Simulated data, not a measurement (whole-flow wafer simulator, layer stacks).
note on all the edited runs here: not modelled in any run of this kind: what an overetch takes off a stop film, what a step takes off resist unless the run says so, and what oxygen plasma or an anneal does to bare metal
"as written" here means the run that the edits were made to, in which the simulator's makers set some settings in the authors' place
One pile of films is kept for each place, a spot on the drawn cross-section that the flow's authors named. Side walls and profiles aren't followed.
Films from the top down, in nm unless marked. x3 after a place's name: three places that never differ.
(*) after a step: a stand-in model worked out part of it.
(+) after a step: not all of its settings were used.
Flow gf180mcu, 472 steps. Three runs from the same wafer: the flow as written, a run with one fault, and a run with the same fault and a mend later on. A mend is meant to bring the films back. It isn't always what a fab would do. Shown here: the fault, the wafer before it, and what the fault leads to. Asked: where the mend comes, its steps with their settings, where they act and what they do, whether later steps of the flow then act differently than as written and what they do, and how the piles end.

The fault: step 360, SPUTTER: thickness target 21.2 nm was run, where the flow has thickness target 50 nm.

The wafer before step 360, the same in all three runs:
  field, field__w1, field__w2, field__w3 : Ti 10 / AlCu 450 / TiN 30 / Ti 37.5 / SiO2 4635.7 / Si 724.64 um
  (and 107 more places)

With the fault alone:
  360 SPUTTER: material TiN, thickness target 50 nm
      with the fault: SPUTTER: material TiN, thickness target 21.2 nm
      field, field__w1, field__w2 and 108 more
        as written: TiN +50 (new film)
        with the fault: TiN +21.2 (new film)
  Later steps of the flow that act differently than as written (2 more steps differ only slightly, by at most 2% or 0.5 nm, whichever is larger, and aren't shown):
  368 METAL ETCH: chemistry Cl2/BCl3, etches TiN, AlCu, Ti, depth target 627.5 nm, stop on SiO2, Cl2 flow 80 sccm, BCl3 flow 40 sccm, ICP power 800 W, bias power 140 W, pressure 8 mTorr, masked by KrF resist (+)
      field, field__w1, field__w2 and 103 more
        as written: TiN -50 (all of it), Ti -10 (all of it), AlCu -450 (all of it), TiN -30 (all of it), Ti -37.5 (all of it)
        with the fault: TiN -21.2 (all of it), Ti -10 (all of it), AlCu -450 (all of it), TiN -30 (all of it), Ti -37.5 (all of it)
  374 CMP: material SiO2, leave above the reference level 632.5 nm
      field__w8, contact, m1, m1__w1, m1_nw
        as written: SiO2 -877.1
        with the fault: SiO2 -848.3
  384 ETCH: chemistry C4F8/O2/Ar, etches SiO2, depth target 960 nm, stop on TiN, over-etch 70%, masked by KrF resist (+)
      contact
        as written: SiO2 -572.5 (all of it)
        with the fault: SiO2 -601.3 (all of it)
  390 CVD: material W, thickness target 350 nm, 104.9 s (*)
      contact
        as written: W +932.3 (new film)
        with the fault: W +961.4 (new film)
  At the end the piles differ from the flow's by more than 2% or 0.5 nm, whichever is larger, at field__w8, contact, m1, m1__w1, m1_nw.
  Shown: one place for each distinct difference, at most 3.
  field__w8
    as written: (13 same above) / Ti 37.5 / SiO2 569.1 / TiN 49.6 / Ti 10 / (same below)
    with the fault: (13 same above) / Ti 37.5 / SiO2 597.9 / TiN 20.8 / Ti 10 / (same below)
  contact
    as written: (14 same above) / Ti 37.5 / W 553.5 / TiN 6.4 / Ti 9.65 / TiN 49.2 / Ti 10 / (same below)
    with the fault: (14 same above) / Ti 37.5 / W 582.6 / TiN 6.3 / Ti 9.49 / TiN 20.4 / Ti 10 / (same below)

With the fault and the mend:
  The mend comes after step 360.
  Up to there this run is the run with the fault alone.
  360a SPUTTER: material TiN, thickness target 28.8 nm (the flow's step 360 once more, with other settings)
      field, field__w1, field__w2 and 108 more
        TiN +28.8
  No later step of the flow acts differently than as written at any place that is followed.
  At the end the piles are the same as the flow's at every place that both follow.
